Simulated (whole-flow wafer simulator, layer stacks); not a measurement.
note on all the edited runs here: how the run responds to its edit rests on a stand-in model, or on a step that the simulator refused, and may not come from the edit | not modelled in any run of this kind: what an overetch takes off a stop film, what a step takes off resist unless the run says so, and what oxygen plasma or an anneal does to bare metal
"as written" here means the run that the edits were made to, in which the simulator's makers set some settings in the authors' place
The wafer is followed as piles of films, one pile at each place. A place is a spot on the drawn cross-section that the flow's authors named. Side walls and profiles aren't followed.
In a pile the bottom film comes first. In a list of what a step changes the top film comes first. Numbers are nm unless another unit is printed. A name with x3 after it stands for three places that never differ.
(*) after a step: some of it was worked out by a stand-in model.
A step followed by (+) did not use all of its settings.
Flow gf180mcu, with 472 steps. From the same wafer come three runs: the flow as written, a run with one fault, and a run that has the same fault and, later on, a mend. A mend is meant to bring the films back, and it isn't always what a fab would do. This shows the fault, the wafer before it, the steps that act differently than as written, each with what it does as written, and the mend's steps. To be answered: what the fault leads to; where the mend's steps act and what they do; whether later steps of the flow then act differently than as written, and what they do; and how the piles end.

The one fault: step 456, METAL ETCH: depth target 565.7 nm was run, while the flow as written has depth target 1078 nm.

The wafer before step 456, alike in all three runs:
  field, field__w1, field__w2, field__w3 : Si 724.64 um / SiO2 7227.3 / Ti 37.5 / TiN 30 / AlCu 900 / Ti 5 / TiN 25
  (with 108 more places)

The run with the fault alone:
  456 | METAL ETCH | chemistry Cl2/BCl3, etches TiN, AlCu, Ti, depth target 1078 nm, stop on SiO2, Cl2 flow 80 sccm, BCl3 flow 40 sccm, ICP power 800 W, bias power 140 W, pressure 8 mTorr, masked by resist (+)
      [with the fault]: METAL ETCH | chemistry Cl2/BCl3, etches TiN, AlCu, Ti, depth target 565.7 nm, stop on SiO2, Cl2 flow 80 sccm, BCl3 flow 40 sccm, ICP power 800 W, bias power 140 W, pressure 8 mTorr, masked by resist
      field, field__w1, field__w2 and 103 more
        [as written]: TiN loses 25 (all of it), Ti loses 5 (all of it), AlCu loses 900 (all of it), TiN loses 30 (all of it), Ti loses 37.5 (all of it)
        [with the fault]: TiN loses 25 (all of it), Ti loses 5 (all of it), AlCu loses 535.7
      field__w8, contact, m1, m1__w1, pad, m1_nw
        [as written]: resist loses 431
        [with the fault]: resist loses 226.3
  Later steps of the flow acting differently than as written:
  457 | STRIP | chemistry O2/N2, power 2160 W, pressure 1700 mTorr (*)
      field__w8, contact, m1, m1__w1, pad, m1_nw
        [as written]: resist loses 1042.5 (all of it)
        [with the fault]: resist loses 1247.2 (all of it)
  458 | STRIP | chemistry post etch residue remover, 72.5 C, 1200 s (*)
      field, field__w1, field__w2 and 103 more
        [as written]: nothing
        [with the fault]: AlCu loses 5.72
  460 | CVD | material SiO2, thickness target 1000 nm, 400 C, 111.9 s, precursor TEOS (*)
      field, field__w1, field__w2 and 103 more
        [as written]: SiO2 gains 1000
        [with the fault]: SiO2 gains 1000 (new film)
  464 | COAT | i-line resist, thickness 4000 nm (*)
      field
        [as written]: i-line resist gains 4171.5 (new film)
        [with the fault]: i-line resist gains 4084.8 (new film)
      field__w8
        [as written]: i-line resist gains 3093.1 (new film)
        [with the fault]: i-line resist gains 3474 (new film)
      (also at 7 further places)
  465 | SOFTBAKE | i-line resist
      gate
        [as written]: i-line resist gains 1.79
        [with the fault]: i-line resist loses 0.97
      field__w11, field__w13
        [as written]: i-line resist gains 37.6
        [with the fault]: i-line resist gains 17.8
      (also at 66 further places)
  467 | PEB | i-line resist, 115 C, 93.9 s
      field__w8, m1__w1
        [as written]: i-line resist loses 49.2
        [with the fault]: i-line resist loses 57
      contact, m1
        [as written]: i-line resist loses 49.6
        [with the fault]: i-line resist loses 57.2
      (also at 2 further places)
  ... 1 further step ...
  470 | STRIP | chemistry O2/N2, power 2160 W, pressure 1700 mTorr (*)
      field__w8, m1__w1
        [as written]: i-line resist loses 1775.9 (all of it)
        [with the fault]: i-line resist loses 2184.4 (all of it)
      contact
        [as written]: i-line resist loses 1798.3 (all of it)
        [with the fault]: i-line resist loses 2194.5 (all of it)
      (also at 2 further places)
  By the end, the piles at field, field__w1, field__w2 and 103 more depart from the flow's by more than 2% or 0.5 nm, whichever is larger.
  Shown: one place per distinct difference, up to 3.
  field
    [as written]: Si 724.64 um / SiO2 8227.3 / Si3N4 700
    [with the fault]: Si 724.64 um / SiO2 7227.3 / Ti 37.5 / TiN 30 / AlCu 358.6 / SiO2 1000 / Si3N4 700
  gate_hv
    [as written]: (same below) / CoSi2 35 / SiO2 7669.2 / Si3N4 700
    [with the fault]: (same below) / CoSi2 35 / SiO2 6669.2 / Ti 37.5 / TiN 30 / AlCu 358.6 / SiO2 1000 / Si3N4 700
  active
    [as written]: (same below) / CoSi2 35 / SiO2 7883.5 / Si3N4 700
    [with the fault]: (same below) / CoSi2 35 / SiO2 6883.5 / Ti 37.5 / TiN 30 / AlCu 358.6 / SiO2 1000 / Si3N4 700

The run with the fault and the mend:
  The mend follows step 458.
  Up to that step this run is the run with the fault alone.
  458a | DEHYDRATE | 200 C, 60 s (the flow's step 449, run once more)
      leaves every film unchanged at each place that is followed
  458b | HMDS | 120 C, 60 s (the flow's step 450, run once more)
      leaves every film unchanged at each place that is followed
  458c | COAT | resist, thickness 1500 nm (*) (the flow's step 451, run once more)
      iso_ptap_pw, iso_ntap_nw, iso_nw_fld and 33 more
        resist gains 1500 (new film)
      field_sub, field_sub__w1, field_sub__w2 and 13 more
        resist gains 1507.5 (new film)
      p_well, sti, spacer, sd_n, mim_1p0, dice_street
        resist gains 1502.8 (new film)
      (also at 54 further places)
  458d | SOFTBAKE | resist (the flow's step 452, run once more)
      field__w2, field__w3
        resist loses 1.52
      field__w8, contact
        resist loses 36
      field__w9, ld_body_p_dnw
        resist loses 0.1
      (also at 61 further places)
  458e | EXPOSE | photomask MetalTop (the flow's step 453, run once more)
      leaves every film unchanged at each place that is followed
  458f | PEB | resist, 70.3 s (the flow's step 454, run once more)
      field__w2, field__w3, field__w5 and 34 more
        resist loses 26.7
      iso_ptap_pw, iso_ntap_nw, iso_nw_fld and 33 more
        resist loses 26.5
      field_sub, field_sub__w1, field_sub__w2 and 14 more
        resist loses 26.6
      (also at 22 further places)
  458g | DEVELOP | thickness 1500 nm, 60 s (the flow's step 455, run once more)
      iso_ptap_pw, iso_ntap_nw, iso_nw_fld and 33 more
        resist loses 1473.5 (all of it)
      field__w2, field__w3, field__w5 and 7 more
        resist loses 1481.1 (all of it)
      field__w11, field__w13, pplus_u, npoly_u, ppoly_u, nw_enc_fld_lv__w1, nw_enc_fld_lv__w4
        resist loses 1481.2 (all of it)
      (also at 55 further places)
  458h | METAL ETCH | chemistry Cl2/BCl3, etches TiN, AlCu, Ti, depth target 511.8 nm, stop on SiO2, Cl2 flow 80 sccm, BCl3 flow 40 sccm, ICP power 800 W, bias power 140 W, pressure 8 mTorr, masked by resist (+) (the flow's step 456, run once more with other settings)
      field, field__w1, field__w2 and 103 more
        AlCu loses 358.6 (all of it), TiN loses 30 (all of it), Ti loses 37.5 (all of it)
      field__w8, contact, m1, m1__w1, pad, m1_nw
        resist loses 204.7
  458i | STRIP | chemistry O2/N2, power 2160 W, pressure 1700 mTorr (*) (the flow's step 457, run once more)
      field__w8
        resist loses 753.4 (all of it)
      contact
        resist loses 752 (all of it)
      m1
        resist loses 752.1 (all of it)
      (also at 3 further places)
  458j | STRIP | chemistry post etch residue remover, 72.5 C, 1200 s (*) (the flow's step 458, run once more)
      field__w8, contact, m1, m1__w1, pad, m1_nw
        TiN loses 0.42
  Every later step of the flow that is run acts as written, at every place that is followed, to within 2% or 0.5 nm, whichever is larger.
  When the end is reached, the piles differ only a little from the flow's at the places that both follow, at most by 2% or 0.5 nm, whichever is larger.
